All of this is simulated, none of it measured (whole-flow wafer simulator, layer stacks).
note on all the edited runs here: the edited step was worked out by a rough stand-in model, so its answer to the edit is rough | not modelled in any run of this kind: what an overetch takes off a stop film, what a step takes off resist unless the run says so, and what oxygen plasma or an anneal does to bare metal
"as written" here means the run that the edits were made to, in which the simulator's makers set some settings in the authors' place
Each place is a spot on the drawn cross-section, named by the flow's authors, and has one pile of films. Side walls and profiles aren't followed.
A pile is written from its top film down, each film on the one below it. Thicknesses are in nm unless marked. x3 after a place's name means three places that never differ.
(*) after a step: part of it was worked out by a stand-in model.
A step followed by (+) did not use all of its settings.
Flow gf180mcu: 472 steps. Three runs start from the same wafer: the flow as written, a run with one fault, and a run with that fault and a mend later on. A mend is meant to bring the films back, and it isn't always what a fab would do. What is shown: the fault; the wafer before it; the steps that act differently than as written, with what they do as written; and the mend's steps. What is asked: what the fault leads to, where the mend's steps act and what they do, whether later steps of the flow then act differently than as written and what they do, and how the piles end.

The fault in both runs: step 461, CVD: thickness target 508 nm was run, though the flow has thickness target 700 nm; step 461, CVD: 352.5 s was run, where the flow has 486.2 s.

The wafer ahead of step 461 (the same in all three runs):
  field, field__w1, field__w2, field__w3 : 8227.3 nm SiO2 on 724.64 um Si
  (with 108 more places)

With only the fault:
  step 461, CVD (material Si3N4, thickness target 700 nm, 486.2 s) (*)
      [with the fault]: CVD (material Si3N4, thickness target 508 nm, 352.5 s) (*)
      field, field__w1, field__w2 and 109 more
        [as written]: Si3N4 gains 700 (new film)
        [with the fault]: Si3N4 gains 507.5 (new film)
  Steps further on in the flow that do not act as written (4 more steps, not shown, differ only slightly: by at most 2% or 0.5 nm, whichever is larger):
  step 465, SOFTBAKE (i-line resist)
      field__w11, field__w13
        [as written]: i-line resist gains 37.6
        [with the fault]: i-line resist gains 36.7
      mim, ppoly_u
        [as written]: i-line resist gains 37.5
        [with the fault]: i-line resist gains 36.6
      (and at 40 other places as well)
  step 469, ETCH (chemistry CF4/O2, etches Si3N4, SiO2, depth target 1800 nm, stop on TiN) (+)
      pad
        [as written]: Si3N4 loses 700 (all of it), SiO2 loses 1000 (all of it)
        [with the fault]: Si3N4 loses 507.5 (all of it), SiO2 loses 1000 (all of it)
  By the end, the piles at field, field__w1, field__w2 and 108 more depart from the flow's by more than 2% or 0.5 nm, whichever is larger.
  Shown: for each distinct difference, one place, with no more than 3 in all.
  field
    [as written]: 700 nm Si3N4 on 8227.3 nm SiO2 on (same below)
    [with the fault]: 507.5 nm Si3N4 on 8227.3 nm SiO2 on (same below)
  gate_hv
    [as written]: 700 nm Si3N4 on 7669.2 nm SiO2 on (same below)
    [with the fault]: 507.5 nm Si3N4 on 7669.2 nm SiO2 on (same below)
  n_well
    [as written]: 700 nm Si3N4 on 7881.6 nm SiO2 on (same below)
    [with the fault]: 507.5 nm Si3N4 on 7881.6 nm SiO2 on (same below)

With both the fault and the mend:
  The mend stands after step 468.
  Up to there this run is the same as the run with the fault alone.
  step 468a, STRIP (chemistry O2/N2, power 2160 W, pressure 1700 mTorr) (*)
      iso_ptap_pw, iso_ntap_nw, iso_nw_fld and 33 more
        i-line resist loses 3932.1 (all of it)
      p_well, sti, spacer, sd_n, mim_1p0, dice_street
        i-line resist loses 3938.1 (all of it)
      field__w2, field__w3, field__w6
        i-line resist loses 3985.3 (all of it)
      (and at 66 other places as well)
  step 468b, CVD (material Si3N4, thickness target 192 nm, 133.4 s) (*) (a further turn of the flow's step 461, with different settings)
      field, field__w1, field__w2 and 109 more
        Si3N4 gains 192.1
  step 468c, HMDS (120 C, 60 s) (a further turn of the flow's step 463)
      leaves every film unchanged at each place that is followed
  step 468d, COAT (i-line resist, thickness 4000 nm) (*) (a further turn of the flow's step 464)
      iso_ptap_pw, iso_ntap_nw, iso_nw_fld and 33 more
        i-line resist gains 4000 (new film)
      field__w5, field__w9, field__w11, field__w13, gate_p_hv, nplus_u
        i-line resist gains 4017 (new film)
      p_well, sti, spacer, sd_n, mim_1p0, dice_street
        i-line resist gains 4006.3 (new film)
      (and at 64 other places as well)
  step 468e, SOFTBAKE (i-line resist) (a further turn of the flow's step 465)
      field__w11, field__w13, mim, ppoly_u
        i-line resist gains 37.5
      ld_fp_p, ld_drift_p, ld_drn_p
        i-line resist gains 33.8
      field__w2, field_sub__w3
        i-line resist gains 33.3
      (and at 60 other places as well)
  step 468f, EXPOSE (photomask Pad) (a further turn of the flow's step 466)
      leaves every film unchanged at each place that is followed
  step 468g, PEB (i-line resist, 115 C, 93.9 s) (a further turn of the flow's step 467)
      iso_ptap_pw, iso_ntap_nw, iso_nw_fld and 33 more
        i-line resist loses 67.9
      field, field__w2, field__w3 and 25 more
        i-line resist loses 68.8
      field_sub, field_sub__w1, field_sub__w2 and 23 more
        i-line resist loses 68.7
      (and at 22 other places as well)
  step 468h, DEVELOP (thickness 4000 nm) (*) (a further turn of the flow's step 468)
      field__w7, field__w9, field_sub__w1 and 13 more
        i-line resist loses 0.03
      pad
        i-line resist loses 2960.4 (all of it)
  Later steps of the flow that are run all act as written at every place that is followed, up to a difference of at most 2% or 0.5 nm, whichever is larger.
  At the end the piles are close to the flow's at the places that both follow, differing by at most 2% or 0.5 nm, whichever is larger.
